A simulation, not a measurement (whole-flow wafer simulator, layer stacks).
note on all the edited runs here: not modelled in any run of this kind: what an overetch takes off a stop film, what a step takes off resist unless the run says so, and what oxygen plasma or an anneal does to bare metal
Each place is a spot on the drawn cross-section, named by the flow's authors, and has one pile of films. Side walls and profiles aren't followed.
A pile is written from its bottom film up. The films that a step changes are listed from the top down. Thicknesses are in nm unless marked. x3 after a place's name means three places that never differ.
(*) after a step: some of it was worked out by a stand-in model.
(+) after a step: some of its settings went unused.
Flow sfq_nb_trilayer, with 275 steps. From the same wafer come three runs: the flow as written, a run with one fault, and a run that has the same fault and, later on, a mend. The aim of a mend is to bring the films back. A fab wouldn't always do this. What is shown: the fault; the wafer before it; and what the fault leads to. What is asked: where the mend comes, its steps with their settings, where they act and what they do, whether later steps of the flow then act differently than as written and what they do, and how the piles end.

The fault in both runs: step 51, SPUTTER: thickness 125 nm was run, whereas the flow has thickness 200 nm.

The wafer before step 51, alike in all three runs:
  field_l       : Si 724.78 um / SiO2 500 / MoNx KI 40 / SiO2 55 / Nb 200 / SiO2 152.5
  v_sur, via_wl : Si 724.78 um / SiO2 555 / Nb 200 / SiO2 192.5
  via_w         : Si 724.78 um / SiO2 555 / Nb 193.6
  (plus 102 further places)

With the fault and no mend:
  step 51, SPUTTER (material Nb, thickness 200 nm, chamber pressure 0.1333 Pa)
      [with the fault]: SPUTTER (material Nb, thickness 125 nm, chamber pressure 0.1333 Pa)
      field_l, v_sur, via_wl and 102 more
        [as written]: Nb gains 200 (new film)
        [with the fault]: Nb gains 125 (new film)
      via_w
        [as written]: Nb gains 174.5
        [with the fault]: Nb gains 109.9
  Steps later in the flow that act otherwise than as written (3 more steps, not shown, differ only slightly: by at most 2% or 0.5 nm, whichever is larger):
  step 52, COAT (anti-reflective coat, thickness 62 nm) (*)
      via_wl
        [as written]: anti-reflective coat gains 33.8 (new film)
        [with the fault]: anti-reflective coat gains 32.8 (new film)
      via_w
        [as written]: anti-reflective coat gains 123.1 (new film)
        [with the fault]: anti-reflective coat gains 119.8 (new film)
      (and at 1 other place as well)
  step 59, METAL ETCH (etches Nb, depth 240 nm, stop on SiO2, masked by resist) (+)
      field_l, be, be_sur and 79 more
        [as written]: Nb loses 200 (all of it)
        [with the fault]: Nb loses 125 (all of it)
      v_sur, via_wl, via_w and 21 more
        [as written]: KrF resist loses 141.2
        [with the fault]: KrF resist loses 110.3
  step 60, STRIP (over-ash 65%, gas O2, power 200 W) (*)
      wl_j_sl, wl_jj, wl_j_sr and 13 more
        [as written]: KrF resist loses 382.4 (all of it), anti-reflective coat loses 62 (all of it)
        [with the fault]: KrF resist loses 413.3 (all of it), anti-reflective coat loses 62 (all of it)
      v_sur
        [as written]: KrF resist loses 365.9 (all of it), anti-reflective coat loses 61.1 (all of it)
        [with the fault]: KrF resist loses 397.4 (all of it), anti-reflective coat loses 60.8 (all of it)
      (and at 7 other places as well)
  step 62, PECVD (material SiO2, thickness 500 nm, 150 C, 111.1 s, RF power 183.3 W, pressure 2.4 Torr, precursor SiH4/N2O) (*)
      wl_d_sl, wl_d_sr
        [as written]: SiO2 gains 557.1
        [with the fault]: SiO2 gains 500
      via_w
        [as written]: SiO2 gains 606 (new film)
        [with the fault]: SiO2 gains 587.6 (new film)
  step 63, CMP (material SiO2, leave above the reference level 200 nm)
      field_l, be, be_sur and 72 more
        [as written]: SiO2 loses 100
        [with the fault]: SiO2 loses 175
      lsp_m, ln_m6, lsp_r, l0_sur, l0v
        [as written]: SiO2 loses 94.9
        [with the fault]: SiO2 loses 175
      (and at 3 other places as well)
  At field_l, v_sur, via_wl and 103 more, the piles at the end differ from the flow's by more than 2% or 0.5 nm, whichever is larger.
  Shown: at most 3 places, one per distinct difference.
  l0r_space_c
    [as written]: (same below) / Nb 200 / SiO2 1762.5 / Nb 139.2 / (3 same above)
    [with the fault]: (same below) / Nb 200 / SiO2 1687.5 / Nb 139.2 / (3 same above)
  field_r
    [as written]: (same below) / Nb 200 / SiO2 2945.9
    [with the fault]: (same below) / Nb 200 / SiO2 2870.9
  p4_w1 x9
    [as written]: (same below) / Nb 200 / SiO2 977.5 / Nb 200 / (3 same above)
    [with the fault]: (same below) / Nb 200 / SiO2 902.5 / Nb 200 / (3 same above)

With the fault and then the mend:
  The mend follows step 51.
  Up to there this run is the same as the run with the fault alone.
  step 51a, SPUTTER (material Nb, thickness 75 nm, chamber pressure 0.1333 Pa) (the flow's step 51 again, with other settings)
      field_l, v_sur, via_wl and 102 more
        Nb gains 75
      via_w
        Nb gains 60.5
  Every later step of the flow that is run acts as written, at every place that is followed, to within 2% or 0.5 nm, whichever is larger.
  When the end is reached, the piles differ only a little from the flow's at the places that both follow, at most by 2% or 0.5 nm, whichever is larger.
